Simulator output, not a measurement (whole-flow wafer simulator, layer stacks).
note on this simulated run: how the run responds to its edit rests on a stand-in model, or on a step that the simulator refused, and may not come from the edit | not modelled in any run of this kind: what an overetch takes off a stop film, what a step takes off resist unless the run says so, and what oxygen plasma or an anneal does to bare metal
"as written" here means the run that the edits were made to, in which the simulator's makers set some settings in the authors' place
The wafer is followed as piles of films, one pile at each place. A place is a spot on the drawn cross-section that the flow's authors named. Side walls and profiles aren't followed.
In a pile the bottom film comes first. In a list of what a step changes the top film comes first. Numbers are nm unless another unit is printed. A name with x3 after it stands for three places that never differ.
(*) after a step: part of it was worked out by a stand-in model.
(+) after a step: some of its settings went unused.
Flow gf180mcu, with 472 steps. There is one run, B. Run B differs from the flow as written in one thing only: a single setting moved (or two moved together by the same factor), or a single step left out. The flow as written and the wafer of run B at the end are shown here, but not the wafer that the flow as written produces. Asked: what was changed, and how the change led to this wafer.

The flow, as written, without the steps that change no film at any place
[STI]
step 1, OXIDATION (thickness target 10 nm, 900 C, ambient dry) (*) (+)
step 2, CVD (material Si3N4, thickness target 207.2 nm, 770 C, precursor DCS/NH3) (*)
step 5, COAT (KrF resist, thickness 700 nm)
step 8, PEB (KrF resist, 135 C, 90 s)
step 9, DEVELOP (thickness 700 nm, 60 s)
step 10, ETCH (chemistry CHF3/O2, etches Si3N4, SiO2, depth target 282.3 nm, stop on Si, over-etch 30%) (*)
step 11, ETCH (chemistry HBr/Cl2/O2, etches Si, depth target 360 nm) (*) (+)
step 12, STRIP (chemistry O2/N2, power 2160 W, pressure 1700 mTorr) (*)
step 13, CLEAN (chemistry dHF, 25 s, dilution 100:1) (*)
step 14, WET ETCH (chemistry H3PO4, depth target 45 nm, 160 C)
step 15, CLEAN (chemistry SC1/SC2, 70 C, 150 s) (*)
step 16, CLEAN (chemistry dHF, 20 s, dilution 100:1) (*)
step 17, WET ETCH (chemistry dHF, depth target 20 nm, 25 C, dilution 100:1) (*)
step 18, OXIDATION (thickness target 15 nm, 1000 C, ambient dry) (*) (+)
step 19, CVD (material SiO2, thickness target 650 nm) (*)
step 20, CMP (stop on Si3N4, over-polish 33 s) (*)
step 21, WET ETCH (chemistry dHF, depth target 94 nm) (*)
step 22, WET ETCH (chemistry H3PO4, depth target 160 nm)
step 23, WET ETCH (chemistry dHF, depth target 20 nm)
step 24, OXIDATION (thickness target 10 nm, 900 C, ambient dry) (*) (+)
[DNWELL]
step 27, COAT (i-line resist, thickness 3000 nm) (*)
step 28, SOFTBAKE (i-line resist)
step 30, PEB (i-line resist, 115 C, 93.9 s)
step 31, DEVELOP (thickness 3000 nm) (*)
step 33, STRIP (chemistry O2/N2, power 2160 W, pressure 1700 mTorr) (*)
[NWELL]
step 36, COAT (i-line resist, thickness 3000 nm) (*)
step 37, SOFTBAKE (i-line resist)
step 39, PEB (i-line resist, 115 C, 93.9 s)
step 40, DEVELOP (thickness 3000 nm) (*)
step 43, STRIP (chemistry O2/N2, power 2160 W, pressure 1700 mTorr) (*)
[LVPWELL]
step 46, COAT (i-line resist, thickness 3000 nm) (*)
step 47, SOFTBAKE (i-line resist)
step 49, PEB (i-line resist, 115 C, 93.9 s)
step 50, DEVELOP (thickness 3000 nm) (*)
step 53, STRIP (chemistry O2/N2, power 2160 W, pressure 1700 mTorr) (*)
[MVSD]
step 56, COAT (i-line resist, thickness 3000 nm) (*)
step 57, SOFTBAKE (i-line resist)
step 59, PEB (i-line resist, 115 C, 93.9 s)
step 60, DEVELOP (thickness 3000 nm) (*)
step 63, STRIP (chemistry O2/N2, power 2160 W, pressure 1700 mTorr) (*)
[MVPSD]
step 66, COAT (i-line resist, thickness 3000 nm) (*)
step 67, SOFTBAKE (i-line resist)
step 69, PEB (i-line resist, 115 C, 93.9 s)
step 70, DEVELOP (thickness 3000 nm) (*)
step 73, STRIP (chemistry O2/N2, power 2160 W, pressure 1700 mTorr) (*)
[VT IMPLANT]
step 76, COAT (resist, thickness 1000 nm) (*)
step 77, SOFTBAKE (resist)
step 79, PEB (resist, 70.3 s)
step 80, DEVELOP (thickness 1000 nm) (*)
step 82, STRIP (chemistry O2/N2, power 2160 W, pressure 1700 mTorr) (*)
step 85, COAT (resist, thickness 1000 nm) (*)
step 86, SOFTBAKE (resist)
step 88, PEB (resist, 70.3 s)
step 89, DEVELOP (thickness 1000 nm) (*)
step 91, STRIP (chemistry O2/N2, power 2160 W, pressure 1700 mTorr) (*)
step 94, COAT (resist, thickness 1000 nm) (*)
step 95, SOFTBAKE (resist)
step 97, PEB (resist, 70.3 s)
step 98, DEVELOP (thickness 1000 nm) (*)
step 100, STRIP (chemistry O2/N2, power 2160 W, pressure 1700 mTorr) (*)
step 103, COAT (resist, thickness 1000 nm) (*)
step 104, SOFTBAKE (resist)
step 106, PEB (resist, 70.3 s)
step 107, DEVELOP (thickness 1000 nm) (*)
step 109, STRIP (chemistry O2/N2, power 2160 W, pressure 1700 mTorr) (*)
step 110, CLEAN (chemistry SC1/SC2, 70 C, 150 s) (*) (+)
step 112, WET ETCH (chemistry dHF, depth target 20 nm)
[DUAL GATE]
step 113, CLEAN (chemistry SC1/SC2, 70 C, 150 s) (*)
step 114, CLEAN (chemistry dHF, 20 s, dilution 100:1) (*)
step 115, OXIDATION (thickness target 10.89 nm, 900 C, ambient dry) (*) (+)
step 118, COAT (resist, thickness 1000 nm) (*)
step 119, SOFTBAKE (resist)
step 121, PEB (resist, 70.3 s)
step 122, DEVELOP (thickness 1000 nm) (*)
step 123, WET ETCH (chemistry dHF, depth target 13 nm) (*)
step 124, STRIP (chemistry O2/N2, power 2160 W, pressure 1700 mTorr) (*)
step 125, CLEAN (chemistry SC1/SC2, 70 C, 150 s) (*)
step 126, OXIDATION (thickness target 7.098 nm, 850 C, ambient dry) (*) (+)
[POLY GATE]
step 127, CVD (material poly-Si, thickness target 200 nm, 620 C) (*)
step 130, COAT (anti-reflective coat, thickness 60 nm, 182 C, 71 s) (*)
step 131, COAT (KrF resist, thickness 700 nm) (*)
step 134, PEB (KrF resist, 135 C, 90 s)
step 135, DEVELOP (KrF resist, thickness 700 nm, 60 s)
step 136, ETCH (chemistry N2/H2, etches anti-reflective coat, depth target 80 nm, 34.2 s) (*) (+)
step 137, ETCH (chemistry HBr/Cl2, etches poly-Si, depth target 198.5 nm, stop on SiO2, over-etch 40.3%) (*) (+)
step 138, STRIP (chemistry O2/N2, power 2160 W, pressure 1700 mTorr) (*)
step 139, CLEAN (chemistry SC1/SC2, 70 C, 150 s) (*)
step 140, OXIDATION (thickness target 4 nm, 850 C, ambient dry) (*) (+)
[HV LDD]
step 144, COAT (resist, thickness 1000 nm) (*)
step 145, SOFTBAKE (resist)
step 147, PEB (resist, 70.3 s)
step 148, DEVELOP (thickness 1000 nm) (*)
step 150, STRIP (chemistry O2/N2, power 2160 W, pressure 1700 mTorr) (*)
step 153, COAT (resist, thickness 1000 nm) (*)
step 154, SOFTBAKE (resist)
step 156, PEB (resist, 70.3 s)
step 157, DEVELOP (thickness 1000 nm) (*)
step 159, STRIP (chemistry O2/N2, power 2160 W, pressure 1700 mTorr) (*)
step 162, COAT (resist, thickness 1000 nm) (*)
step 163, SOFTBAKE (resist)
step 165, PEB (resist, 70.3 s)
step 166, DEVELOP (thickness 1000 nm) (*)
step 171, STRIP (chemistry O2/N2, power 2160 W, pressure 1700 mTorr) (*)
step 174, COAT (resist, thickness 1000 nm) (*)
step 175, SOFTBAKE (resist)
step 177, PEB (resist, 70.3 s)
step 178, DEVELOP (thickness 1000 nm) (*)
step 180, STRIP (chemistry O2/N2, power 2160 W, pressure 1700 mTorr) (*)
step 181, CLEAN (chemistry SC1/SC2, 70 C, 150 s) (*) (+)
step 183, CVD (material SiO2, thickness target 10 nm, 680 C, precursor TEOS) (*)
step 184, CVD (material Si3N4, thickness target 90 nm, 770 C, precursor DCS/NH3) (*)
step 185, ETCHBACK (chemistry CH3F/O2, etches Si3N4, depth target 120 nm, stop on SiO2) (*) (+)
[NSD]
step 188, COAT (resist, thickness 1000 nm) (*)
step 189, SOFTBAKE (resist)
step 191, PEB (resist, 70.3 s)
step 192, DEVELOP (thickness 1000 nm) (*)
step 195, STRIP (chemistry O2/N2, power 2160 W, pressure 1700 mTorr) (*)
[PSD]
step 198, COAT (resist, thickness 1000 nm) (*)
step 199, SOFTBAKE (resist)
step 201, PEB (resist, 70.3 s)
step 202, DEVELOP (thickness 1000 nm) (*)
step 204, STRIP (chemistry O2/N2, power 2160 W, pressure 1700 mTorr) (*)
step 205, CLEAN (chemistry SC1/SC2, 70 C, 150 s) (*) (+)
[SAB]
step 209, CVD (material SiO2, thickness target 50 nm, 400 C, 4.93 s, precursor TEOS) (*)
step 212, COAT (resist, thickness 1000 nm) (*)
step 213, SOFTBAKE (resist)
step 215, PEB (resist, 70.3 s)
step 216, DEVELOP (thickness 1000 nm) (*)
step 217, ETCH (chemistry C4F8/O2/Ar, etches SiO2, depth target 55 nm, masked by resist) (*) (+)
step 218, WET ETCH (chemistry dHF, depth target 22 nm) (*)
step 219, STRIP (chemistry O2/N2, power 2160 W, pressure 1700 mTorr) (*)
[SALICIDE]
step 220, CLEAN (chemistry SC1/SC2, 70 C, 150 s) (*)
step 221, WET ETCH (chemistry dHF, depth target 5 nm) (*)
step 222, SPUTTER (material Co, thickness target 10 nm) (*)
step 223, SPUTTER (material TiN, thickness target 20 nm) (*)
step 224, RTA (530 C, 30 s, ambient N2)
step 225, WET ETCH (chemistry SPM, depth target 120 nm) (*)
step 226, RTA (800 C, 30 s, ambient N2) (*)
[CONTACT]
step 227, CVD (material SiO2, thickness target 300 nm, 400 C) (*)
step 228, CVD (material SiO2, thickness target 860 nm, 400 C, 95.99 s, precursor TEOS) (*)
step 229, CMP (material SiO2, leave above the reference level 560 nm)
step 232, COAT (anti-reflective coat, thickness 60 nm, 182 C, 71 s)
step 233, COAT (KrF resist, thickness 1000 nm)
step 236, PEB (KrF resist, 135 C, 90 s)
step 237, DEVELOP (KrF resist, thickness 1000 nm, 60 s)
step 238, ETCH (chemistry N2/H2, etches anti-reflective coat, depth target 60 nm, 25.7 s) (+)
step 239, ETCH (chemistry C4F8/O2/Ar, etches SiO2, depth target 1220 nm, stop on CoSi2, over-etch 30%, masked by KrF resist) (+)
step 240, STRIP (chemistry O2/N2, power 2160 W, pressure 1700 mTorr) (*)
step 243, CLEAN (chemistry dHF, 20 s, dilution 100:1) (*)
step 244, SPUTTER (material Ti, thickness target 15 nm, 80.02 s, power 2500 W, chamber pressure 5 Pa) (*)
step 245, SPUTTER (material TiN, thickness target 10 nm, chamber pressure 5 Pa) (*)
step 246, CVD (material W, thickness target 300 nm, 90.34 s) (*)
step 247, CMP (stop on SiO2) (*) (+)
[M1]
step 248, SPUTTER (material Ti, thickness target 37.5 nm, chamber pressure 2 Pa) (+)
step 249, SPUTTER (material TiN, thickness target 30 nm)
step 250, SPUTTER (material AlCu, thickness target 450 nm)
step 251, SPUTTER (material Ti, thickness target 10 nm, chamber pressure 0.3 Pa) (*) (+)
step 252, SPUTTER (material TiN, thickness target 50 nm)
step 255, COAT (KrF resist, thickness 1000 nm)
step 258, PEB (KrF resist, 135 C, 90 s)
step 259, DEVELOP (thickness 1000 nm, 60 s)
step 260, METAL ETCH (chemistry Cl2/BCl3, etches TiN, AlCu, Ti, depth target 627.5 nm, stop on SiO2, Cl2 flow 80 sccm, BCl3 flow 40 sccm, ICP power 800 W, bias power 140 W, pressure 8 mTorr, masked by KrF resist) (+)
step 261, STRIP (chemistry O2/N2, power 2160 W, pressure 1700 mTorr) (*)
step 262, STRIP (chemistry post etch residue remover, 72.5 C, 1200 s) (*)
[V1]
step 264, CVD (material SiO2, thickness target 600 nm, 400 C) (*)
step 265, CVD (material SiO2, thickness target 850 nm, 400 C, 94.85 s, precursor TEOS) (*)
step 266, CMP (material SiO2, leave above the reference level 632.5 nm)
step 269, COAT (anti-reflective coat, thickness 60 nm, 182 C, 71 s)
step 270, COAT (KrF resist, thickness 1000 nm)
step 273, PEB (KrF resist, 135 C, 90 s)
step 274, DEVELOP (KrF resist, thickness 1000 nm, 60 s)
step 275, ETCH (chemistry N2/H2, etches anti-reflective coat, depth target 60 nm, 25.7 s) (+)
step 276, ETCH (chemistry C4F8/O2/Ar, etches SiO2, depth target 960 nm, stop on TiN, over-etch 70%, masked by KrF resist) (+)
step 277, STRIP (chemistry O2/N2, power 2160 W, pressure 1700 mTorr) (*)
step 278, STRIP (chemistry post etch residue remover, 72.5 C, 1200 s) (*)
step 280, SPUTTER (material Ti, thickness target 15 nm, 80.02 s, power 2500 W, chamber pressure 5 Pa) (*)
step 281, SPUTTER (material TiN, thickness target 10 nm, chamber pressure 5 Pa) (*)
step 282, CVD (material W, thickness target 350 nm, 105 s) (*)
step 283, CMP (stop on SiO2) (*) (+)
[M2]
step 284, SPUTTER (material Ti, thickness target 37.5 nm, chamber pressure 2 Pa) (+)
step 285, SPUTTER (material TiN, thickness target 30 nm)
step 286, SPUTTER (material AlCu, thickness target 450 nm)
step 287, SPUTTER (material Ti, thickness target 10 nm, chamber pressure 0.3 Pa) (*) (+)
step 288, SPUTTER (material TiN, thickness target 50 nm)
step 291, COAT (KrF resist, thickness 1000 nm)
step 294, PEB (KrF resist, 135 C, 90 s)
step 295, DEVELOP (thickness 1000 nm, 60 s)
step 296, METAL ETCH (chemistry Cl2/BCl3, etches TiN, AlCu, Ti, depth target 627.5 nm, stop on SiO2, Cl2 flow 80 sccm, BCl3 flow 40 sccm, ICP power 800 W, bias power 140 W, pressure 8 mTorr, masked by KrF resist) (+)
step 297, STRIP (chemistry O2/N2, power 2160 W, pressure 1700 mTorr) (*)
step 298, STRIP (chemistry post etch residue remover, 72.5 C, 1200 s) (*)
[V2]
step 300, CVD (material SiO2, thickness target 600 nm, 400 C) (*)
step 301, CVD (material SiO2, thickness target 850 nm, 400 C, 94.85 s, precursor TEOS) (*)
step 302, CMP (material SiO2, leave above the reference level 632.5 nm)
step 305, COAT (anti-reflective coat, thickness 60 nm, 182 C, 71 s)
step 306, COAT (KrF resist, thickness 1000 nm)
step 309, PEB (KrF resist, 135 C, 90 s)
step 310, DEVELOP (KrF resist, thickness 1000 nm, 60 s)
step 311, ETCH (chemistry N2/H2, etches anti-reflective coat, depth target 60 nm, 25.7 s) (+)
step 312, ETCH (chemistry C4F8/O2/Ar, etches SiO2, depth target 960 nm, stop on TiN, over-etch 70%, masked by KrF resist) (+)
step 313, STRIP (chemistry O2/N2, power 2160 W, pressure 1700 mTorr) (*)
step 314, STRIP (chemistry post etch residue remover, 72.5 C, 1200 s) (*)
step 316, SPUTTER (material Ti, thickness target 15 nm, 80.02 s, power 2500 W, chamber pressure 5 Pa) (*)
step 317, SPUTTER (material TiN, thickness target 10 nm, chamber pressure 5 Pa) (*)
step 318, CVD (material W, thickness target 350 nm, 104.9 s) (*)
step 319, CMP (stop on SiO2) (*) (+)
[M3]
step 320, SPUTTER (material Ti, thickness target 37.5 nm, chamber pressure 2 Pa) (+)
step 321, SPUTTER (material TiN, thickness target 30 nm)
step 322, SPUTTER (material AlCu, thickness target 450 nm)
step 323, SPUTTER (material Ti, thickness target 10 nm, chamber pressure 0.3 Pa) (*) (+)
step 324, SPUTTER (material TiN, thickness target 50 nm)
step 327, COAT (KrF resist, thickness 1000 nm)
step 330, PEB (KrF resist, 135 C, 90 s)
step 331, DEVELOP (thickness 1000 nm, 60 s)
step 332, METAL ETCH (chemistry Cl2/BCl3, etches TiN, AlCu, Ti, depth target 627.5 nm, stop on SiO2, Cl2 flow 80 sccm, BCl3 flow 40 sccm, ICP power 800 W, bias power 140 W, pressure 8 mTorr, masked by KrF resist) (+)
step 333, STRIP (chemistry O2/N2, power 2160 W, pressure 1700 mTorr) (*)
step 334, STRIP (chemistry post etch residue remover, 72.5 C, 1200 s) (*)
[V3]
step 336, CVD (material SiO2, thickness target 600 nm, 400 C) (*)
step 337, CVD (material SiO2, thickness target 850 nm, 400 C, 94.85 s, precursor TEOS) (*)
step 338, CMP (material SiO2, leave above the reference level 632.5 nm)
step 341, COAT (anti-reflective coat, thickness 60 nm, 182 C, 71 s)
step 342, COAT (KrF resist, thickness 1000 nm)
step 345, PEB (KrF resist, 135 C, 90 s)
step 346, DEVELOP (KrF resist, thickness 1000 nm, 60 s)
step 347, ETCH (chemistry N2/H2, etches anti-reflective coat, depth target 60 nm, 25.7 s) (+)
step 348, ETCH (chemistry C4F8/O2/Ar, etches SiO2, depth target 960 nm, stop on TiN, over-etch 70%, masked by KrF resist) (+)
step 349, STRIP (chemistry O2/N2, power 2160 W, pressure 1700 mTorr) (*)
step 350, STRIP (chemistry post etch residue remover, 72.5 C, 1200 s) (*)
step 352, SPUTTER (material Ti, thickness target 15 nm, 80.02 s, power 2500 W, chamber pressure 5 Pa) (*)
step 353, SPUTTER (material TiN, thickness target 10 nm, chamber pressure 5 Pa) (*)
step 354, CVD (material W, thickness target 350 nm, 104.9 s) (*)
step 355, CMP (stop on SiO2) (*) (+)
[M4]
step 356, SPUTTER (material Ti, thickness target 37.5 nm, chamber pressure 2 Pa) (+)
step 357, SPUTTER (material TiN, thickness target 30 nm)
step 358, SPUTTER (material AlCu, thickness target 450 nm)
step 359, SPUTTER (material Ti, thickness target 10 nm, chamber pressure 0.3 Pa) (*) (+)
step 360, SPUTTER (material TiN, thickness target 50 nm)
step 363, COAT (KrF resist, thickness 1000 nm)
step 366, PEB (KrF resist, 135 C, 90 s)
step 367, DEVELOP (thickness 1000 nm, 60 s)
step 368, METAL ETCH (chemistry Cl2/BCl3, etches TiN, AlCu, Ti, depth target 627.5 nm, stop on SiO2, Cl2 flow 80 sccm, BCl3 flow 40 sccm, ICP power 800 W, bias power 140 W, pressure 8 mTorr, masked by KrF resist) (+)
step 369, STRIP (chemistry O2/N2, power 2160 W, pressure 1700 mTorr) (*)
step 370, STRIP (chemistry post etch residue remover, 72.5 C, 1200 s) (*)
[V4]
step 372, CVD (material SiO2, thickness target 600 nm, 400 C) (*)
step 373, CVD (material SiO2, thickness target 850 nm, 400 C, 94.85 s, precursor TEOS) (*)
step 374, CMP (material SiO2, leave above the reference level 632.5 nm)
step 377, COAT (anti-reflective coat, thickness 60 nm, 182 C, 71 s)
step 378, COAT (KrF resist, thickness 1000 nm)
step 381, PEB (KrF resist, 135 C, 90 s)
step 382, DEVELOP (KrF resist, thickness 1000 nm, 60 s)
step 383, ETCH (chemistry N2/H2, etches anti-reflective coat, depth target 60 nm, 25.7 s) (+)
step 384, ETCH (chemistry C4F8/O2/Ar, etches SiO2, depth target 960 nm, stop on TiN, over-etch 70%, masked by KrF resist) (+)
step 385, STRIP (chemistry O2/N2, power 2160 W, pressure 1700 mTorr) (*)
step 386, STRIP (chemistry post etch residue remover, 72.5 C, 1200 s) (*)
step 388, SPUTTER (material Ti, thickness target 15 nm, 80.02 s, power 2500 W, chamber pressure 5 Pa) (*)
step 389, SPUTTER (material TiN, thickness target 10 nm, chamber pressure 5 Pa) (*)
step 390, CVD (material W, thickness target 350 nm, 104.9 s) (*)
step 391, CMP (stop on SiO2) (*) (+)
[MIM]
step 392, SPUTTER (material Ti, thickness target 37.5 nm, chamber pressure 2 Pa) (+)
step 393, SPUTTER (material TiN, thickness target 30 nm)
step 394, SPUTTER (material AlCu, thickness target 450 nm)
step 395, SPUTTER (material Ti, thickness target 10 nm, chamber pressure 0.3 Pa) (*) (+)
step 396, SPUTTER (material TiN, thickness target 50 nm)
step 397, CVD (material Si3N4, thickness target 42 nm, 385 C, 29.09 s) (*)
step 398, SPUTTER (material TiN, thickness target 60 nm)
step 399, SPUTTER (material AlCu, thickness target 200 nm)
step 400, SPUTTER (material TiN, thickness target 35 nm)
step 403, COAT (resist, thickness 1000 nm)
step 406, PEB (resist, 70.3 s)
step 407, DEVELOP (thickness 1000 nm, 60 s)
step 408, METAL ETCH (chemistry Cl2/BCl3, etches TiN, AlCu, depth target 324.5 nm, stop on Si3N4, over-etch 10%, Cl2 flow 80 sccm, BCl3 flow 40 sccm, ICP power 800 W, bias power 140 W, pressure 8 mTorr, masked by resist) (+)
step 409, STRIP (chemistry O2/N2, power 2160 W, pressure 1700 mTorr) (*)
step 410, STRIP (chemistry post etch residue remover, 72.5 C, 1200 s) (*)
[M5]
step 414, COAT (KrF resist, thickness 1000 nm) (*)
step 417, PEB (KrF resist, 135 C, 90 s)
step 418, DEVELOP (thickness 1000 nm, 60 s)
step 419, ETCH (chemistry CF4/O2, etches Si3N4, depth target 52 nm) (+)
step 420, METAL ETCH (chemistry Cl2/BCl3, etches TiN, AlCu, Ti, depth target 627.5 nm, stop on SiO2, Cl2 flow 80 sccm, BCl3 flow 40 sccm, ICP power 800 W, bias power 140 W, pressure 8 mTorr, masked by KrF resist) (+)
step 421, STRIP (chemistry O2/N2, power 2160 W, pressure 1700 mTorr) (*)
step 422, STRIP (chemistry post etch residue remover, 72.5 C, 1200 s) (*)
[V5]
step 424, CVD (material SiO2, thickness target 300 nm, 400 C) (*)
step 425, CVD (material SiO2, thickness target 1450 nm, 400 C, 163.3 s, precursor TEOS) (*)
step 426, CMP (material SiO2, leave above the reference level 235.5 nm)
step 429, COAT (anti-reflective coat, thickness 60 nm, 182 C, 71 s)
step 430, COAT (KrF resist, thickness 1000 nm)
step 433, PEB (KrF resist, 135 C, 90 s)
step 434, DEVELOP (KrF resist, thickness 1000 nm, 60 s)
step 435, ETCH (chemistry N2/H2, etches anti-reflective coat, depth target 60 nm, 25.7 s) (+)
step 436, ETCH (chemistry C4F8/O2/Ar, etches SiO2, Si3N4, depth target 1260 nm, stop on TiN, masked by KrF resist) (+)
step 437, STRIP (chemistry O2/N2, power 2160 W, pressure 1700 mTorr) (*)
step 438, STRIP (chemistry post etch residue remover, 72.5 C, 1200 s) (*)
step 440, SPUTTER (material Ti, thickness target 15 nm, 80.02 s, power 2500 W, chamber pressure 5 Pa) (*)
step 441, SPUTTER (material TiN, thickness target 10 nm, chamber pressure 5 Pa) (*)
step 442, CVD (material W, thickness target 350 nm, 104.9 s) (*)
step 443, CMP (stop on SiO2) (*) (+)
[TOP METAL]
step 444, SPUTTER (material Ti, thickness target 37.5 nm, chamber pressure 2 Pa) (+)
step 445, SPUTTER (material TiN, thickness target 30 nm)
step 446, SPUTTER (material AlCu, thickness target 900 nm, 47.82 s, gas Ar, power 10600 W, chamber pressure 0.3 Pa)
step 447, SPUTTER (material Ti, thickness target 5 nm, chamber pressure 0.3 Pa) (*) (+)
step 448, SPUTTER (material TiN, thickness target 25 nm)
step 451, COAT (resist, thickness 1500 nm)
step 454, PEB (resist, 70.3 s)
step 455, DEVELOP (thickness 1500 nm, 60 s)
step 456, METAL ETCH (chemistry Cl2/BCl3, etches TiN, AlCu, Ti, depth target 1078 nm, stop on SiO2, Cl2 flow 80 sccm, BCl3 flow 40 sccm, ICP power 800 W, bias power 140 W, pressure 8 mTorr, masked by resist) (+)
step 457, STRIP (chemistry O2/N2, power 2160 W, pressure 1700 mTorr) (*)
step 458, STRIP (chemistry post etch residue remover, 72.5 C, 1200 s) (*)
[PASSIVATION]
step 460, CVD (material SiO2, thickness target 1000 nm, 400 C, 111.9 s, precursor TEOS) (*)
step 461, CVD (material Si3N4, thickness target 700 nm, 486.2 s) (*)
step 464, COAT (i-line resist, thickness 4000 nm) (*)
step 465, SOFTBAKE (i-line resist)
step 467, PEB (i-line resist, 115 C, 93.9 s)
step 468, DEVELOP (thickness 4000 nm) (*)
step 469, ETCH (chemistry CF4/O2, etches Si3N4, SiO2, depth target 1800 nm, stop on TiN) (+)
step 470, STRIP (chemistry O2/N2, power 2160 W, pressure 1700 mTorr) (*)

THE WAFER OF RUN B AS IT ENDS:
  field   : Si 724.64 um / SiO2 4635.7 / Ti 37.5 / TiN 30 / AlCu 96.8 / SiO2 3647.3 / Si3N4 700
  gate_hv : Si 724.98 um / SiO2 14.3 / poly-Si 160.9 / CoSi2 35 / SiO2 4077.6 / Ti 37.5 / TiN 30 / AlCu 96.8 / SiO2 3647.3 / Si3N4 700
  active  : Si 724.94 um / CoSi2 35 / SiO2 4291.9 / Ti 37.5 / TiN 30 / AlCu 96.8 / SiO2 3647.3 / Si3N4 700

Cause: step 358, SPUTTER: thickness target 670 nm was run, while the flow as written has thickness target 450 nm.

Step by step, how the change led to this:
  step 358, SPUTTER (material AlCu, thickness target 450 nm)
      field, field__w1, field__w2 and 108 more: +670 AlCu (new film) (as written it would have been: +450 AlCu (new film))
  step 368, METAL ETCH (chemistry Cl2/BCl3, etches TiN, AlCu, Ti, depth target 627.5 nm, stop on SiO2, Cl2 flow 80 sccm, BCl3 flow 40 sccm, ICP power 800 W, bias power 140 W, pressure 8 mTorr, masked by KrF resist) (+)
      field, field__w1, field__w2 and 103 more: -50 TiN (all of it), -10 Ti (all of it), -567.5 AlCu (as written it would have been: -50 TiN (all of it), -10 Ti (all of it), -450 AlCu (all of it), -30 TiN (all of it), -37.5 Ti (all of it))
  step 370, STRIP (chemistry post etch residue remover, 72.5 C, 1200 s) (*)
      field, field__w1, field__w2 and 103 more: -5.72 AlCu (as written it would have been: nothing)
  step 372, CVD (material SiO2, thickness target 600 nm, 400 C) (*)
      field, field__w1, field__w2 and 103 more: +600 SiO2 (new film) (as written it would have been: +600 SiO2)
  step 374, CMP (material SiO2, leave above the reference level 632.5 nm)
      field, field__w1, field__w2 and 103 more: -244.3 SiO2 (as written it would have been: -300 SiO2)
Taking metal films that touch as one body, field has 1 body; the flow as written gives 0 bodies.
Taking metal films that touch as one body, gate_hv has 2 bodies (between them, from the top down: SiO2 4077.6); the flow as written gives 1 body.
Taking metal films that touch as one body, active has 2 bodies (between them, from the top down: SiO2 4291.9); the flow as written gives 1 body.
